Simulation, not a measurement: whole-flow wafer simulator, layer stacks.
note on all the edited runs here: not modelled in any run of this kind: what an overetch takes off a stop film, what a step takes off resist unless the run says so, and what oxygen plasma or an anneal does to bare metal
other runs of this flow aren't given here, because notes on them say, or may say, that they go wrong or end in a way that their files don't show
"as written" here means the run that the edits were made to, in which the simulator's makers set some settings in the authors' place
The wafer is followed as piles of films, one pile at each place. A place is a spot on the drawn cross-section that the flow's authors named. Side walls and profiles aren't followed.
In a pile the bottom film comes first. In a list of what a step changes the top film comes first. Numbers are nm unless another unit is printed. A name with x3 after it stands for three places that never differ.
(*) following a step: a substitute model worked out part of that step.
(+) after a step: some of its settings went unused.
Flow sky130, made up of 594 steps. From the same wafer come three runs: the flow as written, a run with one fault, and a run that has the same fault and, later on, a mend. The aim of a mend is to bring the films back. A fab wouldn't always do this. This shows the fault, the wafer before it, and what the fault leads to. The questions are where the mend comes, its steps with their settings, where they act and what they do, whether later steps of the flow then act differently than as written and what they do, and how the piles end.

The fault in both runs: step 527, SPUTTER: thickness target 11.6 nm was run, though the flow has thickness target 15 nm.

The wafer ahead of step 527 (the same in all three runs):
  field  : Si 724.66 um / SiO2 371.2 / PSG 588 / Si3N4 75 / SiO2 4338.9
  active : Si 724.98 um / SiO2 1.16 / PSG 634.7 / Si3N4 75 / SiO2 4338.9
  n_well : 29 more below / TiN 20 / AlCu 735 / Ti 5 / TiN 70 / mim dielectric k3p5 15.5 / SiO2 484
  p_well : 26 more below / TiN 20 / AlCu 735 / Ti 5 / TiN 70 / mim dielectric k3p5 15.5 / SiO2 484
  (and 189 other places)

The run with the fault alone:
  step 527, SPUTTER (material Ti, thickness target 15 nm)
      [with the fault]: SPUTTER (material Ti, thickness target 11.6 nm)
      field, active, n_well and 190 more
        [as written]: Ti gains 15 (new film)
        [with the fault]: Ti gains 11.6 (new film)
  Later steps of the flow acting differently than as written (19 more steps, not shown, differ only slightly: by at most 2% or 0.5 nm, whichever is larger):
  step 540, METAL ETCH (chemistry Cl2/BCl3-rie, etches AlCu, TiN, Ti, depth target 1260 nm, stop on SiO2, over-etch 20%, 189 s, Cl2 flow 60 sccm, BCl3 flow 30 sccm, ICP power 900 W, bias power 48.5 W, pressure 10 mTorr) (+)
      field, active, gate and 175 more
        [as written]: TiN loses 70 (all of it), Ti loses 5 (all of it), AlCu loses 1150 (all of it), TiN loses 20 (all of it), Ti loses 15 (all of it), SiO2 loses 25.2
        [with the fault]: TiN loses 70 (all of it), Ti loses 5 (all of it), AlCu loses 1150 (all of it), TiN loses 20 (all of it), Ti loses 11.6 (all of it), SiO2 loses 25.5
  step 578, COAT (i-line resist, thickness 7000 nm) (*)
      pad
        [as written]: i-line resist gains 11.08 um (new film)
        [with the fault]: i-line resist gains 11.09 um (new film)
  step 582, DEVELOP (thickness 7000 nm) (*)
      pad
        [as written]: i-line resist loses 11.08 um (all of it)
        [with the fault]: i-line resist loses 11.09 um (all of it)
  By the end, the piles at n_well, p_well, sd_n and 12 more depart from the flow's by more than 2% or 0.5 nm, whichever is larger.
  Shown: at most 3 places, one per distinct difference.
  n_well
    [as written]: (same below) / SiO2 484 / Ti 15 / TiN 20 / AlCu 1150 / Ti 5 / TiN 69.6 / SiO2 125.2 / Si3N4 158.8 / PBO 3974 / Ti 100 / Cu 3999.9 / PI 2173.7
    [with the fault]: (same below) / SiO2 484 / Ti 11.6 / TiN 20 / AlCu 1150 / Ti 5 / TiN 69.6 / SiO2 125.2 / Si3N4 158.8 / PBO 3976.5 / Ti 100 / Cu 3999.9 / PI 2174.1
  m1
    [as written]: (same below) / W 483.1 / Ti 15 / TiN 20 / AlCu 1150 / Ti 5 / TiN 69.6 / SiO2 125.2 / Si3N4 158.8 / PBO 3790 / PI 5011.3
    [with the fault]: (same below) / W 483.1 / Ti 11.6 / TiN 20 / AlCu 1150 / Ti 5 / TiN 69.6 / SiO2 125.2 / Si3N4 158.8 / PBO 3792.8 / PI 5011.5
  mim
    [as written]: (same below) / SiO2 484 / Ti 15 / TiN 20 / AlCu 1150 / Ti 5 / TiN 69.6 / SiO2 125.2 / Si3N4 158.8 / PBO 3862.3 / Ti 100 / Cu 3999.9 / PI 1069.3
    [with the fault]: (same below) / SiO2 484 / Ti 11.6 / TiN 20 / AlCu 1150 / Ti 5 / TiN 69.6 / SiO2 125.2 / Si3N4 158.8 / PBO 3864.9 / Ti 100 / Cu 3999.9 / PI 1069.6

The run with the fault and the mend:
  The mend follows step 527.
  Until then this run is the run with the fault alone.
  step 527a, SPUTTER (material Ti, thickness target 3.4 nm) (a further turn of the flow's step 527, with different settings)
      field, active, n_well and 190 more
        Ti gains 3.4
  Every later step of the flow that is run acts as written at every place that is followed.
  By the end, the piles equal the flow's at every place that both follow.
